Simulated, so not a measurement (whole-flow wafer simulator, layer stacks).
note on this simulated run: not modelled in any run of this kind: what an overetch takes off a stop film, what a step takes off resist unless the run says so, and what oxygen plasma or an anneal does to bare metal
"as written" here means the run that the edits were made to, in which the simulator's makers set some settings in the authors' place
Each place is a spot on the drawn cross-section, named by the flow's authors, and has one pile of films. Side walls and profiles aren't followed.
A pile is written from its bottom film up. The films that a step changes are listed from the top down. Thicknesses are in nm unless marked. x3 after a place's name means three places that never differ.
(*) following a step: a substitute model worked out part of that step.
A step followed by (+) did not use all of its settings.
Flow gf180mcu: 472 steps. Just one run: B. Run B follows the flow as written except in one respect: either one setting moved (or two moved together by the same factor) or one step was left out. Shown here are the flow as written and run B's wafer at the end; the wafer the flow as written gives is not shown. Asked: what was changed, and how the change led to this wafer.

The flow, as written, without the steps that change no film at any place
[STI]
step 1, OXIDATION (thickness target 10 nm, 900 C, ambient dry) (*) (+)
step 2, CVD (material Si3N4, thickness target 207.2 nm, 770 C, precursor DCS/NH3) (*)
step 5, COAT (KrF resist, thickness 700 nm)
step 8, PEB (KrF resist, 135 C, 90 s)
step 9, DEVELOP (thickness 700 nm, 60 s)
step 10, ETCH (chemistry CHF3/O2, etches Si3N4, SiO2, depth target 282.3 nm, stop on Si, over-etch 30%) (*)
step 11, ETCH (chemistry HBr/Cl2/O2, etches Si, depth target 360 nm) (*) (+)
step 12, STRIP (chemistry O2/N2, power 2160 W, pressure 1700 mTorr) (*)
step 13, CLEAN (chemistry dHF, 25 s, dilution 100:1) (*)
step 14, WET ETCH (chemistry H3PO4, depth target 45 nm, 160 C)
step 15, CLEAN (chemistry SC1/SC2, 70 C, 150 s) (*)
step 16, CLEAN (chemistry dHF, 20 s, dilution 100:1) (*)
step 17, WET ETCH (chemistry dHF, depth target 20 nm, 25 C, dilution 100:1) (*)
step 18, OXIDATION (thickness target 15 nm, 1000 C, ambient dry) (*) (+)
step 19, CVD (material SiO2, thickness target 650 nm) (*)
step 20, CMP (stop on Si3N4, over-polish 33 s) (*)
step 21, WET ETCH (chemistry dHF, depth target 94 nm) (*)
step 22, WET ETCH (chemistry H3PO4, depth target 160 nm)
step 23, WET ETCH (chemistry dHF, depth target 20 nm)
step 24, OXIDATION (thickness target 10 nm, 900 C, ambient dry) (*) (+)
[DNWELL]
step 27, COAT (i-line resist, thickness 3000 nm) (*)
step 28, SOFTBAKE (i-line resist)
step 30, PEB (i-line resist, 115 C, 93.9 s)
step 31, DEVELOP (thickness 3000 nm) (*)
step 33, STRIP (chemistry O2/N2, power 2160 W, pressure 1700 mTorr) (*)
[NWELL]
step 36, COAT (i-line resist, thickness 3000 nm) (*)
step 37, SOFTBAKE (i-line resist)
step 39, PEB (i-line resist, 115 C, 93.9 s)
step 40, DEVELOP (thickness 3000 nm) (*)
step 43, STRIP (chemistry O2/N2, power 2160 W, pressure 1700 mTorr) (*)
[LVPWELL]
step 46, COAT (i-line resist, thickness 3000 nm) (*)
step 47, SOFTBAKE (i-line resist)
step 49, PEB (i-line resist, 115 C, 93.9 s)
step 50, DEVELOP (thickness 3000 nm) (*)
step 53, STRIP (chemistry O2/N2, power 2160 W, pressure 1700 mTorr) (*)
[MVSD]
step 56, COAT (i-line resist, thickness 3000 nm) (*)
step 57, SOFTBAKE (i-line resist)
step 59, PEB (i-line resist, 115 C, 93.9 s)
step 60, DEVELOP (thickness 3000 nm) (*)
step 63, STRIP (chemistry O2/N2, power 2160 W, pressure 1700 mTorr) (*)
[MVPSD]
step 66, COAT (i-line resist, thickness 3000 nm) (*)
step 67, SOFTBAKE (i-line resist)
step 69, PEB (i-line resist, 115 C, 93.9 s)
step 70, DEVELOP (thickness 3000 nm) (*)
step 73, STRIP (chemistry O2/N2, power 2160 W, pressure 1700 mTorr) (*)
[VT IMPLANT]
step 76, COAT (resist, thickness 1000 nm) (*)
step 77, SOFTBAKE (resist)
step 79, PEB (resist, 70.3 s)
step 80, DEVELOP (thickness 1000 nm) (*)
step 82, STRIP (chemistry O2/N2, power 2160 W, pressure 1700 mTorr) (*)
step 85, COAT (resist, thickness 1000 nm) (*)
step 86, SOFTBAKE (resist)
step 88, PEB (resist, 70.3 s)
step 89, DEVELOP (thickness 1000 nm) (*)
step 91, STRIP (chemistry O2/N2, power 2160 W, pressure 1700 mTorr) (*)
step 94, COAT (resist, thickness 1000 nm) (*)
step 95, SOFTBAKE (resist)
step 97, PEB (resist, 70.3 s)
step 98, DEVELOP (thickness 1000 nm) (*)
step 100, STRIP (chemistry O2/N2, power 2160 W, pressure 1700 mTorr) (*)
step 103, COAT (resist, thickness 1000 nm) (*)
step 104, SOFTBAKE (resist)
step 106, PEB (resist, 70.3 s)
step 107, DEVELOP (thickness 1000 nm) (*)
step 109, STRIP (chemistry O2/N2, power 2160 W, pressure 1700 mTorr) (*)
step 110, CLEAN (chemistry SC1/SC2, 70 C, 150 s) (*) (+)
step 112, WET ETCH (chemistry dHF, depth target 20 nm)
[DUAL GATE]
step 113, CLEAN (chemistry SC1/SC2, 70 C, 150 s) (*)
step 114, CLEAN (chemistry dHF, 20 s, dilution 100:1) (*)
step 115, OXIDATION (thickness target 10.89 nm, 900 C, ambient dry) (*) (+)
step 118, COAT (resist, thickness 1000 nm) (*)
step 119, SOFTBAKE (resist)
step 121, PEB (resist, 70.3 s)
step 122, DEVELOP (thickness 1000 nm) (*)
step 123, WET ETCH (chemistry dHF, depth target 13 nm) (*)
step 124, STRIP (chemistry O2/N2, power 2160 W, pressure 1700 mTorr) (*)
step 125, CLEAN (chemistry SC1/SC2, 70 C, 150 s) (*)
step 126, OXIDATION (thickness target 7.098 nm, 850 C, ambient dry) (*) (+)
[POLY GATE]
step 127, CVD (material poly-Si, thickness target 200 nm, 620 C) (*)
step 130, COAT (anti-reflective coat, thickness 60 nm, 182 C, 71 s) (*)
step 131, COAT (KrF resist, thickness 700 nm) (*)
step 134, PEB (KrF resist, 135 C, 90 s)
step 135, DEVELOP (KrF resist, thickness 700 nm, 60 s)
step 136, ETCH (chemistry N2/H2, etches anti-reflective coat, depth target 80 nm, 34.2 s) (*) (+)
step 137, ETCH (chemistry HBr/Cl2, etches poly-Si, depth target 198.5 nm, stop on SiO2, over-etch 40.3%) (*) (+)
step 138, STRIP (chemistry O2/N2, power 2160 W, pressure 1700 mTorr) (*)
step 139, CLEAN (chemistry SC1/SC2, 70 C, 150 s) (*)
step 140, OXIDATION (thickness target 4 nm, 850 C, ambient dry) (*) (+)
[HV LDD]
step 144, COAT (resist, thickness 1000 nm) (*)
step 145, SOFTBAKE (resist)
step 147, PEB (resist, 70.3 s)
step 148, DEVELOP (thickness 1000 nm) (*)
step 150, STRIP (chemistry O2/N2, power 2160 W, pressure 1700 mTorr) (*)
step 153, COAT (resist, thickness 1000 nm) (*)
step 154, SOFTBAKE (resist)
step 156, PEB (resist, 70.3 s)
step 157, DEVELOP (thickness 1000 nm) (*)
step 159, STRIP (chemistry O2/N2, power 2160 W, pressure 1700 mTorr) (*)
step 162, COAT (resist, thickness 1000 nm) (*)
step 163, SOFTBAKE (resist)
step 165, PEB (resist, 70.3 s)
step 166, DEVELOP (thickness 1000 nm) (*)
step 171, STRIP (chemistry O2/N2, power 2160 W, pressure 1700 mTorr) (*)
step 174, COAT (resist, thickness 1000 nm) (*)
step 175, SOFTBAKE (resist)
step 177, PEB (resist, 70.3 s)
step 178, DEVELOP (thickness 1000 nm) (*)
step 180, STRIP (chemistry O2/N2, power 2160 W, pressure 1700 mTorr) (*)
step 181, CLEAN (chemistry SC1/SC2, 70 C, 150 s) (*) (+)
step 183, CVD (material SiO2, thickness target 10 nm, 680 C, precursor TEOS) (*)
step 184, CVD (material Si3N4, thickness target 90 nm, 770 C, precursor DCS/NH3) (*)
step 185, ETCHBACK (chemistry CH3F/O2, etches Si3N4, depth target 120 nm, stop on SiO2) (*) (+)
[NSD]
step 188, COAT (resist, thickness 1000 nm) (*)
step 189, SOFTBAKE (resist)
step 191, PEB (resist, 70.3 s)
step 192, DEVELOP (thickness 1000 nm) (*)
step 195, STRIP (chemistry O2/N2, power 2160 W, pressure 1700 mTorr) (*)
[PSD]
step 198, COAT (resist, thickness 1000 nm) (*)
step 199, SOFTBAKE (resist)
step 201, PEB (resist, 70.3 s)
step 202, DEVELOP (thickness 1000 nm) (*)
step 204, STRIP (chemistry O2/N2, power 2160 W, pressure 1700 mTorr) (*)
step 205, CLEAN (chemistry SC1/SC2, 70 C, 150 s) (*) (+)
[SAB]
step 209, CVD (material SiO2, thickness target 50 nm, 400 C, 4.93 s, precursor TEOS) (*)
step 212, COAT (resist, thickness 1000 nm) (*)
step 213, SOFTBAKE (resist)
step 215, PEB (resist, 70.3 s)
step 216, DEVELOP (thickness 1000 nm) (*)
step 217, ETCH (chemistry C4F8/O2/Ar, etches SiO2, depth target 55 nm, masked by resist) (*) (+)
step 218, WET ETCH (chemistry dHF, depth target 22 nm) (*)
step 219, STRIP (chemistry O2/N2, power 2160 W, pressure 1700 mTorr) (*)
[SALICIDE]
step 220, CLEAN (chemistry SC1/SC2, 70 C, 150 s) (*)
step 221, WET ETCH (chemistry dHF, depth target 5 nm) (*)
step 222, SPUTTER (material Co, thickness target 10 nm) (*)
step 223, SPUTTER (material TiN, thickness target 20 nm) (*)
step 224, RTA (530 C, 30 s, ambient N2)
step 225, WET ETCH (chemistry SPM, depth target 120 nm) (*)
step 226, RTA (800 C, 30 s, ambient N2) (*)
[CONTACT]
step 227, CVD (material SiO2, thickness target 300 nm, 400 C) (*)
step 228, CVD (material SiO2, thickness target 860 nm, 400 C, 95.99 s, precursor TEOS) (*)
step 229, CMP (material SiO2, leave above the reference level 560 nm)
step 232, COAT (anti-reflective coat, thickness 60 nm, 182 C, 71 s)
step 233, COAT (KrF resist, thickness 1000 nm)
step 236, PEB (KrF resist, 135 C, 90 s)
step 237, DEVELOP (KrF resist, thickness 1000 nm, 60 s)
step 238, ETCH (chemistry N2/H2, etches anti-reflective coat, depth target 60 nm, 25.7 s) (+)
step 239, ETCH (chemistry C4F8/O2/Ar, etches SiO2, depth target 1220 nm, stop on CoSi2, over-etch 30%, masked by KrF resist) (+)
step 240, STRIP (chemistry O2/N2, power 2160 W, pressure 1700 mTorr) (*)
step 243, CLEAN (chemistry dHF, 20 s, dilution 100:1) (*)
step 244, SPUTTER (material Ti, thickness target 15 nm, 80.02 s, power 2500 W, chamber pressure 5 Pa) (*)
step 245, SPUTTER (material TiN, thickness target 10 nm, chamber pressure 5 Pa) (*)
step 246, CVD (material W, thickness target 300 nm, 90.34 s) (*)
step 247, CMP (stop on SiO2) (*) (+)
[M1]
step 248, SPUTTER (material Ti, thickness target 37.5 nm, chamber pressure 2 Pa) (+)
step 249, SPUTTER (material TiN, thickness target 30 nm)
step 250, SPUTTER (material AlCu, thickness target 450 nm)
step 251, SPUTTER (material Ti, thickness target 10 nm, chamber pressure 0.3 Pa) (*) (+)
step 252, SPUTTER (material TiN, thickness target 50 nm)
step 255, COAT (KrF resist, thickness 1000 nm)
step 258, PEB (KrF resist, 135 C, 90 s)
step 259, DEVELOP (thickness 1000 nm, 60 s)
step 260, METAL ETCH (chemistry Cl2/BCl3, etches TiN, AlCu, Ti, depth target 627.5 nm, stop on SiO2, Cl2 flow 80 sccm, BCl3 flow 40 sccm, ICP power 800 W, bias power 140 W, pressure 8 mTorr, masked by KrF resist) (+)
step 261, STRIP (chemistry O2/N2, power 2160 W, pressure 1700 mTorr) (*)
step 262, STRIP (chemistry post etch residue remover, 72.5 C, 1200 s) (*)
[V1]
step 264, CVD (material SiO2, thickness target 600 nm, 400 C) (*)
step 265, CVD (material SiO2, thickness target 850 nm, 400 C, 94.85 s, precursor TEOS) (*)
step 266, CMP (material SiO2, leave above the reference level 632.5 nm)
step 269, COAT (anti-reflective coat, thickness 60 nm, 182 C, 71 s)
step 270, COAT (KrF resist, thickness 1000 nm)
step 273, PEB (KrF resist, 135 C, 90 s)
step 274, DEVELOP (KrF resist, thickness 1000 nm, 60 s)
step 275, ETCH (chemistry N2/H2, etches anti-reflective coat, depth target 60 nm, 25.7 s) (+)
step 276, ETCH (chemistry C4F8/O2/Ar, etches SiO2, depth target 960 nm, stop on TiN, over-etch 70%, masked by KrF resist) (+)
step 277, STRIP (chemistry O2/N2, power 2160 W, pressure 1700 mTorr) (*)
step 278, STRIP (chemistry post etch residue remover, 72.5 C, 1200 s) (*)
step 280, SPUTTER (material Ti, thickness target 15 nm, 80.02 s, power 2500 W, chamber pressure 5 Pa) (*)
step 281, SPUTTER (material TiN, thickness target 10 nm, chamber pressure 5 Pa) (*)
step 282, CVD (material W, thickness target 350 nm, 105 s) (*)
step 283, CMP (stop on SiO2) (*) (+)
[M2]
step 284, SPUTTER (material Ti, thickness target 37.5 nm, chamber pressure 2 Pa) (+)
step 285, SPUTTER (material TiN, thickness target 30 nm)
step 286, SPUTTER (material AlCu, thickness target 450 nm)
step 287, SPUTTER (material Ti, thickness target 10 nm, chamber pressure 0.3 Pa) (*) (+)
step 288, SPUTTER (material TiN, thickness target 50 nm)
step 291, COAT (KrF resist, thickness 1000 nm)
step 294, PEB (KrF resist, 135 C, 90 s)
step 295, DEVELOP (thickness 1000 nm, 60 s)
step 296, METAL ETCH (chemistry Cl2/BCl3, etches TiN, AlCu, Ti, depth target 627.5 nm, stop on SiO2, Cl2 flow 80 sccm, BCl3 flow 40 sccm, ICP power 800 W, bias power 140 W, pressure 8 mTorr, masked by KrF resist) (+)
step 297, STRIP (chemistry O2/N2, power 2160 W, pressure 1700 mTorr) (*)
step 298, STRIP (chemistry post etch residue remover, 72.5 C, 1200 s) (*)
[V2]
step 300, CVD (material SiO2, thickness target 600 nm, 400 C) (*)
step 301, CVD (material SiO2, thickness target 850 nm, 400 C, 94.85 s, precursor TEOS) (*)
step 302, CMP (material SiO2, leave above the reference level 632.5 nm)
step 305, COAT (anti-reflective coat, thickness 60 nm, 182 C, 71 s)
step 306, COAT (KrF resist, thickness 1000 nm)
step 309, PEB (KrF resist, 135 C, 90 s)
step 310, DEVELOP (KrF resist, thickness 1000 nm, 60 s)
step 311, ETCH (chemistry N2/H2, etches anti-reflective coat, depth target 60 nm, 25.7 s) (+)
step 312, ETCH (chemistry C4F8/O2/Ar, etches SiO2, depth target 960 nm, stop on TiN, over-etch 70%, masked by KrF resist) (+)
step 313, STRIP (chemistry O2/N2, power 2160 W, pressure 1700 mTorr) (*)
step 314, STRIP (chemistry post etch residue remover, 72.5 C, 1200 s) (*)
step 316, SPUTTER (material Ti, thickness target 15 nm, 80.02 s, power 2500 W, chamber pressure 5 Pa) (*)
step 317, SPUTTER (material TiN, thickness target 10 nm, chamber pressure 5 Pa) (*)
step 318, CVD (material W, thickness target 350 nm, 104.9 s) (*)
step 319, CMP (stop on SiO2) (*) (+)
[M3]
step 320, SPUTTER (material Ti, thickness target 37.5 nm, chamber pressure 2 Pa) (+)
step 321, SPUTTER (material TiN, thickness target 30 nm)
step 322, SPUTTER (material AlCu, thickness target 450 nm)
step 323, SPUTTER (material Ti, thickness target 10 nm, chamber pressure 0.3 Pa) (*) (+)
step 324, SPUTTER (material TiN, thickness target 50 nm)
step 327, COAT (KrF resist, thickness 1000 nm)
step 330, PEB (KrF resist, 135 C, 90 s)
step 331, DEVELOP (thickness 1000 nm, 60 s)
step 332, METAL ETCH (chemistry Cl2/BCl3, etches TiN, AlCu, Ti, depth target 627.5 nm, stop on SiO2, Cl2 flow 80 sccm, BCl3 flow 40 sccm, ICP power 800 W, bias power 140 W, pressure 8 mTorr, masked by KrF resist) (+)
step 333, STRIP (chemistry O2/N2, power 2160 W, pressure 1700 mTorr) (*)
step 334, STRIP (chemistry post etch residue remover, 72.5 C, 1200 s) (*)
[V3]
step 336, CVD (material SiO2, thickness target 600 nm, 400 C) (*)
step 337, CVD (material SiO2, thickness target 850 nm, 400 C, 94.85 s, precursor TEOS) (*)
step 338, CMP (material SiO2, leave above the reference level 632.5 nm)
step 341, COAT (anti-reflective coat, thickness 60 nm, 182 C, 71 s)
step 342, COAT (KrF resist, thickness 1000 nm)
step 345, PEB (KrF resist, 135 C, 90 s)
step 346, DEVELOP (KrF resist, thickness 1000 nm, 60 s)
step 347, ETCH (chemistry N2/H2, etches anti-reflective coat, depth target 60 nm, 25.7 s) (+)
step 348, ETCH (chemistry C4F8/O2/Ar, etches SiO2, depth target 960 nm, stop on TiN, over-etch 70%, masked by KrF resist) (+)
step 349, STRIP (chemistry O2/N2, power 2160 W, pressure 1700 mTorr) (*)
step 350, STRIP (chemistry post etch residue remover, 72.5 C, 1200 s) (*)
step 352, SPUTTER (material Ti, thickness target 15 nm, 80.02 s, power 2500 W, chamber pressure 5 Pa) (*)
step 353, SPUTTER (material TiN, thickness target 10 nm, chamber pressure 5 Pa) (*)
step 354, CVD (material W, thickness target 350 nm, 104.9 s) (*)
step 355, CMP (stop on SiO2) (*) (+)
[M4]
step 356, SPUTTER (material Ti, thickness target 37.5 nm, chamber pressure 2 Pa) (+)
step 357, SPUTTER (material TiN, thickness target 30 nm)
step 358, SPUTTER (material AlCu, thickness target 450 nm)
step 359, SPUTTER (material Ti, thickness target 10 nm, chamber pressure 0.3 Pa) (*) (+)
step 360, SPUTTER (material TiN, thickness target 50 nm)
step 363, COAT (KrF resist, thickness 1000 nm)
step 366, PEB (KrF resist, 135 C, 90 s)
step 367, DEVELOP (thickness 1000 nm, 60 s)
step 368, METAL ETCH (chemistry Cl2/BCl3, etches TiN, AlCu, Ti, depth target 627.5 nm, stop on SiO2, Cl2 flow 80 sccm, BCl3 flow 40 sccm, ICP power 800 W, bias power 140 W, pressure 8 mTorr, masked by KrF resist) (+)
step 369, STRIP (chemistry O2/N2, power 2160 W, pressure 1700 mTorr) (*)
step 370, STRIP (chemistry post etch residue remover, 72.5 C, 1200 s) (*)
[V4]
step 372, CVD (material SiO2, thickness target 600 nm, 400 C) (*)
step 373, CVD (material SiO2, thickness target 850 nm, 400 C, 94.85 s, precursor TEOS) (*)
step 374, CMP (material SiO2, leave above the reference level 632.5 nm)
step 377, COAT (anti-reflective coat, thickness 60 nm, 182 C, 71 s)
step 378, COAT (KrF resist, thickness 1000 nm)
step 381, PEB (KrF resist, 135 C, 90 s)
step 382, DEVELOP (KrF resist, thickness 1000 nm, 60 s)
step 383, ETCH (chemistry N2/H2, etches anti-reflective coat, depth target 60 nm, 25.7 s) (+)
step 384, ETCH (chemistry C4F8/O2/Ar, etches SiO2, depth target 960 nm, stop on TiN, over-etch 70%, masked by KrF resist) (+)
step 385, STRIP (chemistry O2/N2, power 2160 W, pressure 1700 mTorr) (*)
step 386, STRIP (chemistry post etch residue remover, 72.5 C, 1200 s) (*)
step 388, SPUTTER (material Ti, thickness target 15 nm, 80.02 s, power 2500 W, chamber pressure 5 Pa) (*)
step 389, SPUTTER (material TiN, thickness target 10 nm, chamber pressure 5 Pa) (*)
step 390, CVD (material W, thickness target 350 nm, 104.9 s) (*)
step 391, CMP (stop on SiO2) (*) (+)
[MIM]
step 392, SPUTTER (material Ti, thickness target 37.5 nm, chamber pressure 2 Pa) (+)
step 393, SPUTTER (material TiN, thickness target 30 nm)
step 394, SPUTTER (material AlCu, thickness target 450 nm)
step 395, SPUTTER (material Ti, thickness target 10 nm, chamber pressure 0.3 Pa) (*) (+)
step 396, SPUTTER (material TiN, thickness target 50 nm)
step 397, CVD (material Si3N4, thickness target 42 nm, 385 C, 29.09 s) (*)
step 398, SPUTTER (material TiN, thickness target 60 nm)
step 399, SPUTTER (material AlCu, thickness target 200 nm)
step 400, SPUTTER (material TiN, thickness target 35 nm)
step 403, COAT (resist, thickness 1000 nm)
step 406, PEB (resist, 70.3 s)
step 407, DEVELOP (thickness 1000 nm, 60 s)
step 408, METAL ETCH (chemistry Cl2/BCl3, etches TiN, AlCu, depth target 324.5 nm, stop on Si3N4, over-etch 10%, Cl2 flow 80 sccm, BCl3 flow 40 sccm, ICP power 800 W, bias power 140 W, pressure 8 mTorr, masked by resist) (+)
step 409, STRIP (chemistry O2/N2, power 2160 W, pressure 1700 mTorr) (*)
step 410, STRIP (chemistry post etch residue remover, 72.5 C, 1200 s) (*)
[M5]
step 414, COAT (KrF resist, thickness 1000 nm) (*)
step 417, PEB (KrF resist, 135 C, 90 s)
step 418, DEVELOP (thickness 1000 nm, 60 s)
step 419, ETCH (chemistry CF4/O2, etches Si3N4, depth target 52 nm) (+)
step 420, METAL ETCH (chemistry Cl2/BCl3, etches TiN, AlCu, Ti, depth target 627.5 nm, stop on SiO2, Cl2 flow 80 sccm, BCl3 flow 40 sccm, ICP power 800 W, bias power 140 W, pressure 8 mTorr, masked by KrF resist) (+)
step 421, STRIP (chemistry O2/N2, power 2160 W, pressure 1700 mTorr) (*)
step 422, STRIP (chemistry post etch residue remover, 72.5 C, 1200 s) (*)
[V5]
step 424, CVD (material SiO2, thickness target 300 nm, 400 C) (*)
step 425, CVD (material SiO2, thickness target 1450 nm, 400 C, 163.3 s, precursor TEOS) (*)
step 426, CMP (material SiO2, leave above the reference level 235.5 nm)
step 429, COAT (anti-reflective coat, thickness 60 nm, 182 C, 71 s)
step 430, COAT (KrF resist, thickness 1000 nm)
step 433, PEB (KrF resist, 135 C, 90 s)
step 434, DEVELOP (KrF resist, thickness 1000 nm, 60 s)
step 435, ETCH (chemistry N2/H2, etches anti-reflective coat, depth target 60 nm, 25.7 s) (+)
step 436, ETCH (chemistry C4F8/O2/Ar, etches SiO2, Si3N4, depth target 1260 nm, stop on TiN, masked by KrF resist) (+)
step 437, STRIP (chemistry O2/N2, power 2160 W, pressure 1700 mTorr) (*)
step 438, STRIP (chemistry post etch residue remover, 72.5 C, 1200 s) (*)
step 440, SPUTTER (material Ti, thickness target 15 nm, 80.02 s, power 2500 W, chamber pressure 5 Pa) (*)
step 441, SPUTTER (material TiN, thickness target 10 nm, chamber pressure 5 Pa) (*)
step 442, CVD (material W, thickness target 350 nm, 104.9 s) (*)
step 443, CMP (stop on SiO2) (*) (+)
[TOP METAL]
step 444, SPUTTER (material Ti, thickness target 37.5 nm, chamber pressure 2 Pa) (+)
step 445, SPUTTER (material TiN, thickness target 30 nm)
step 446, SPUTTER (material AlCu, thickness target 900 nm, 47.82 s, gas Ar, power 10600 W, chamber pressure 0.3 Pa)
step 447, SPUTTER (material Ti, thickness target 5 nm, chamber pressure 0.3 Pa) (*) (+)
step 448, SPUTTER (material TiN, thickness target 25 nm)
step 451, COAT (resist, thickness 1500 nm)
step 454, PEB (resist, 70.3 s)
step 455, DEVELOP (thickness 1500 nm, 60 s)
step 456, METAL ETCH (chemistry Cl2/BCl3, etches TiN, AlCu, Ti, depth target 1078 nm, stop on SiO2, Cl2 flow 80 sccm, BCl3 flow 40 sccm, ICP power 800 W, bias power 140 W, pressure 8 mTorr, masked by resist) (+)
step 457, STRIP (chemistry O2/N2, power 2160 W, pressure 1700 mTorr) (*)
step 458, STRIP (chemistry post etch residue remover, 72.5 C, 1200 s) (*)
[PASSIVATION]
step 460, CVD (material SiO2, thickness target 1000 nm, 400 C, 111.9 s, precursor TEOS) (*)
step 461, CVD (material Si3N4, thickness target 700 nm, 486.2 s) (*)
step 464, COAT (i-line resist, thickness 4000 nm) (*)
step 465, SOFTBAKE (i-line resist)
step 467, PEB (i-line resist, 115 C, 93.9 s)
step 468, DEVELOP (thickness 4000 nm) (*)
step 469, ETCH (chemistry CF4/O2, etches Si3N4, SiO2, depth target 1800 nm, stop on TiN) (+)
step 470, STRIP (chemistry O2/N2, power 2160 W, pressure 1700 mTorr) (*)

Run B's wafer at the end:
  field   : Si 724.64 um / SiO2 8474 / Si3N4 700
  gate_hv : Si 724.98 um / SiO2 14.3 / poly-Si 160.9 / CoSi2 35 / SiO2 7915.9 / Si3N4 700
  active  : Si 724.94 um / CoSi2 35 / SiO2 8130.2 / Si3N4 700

Cause: step 302, CMP: leave above the reference level 879.2 nm was run, whereas the flow has leave above the reference level 632.5 nm.

Step by step, how the change led to this:
  step 302, CMP (material SiO2, leave above the reference level 632.5 nm)
      field, field__w1, field__w2 and 103 more: SiO2 loses 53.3 (it would be, as written: SiO2 loses 300)
      field__w8, contact, m1, m1__w1, m1_nw: SiO2 loses 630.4 (it would be, as written: SiO2 loses 877.1)
  step 312, ETCH (chemistry C4F8/O2/Ar, etches SiO2, depth target 960 nm, stop on TiN, over-etch 70%, masked by KrF resist) (+)
      contact: SiO2 loses 819.2 (all of it) (it would be, as written: SiO2 loses 572.5 (all of it))
  step 316, SPUTTER (material Ti, thickness target 15 nm, 80.02 s, power 2500 W, chamber pressure 5 Pa) (*)
      contact: Ti gains 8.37 (new film) (it would be, as written: Ti gains 9.65 (new film))
  step 317, SPUTTER (material TiN, thickness target 10 nm, chamber pressure 5 Pa) (*)
      contact: TiN gains 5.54 (new film) (it would be, as written: TiN gains 6.4 (new film))
  step 318, CVD (material W, thickness target 350 nm, 104.9 s) (*)
      contact: W gains 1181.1 (new film) (it would be, as written: W gains 932.3 (new film))
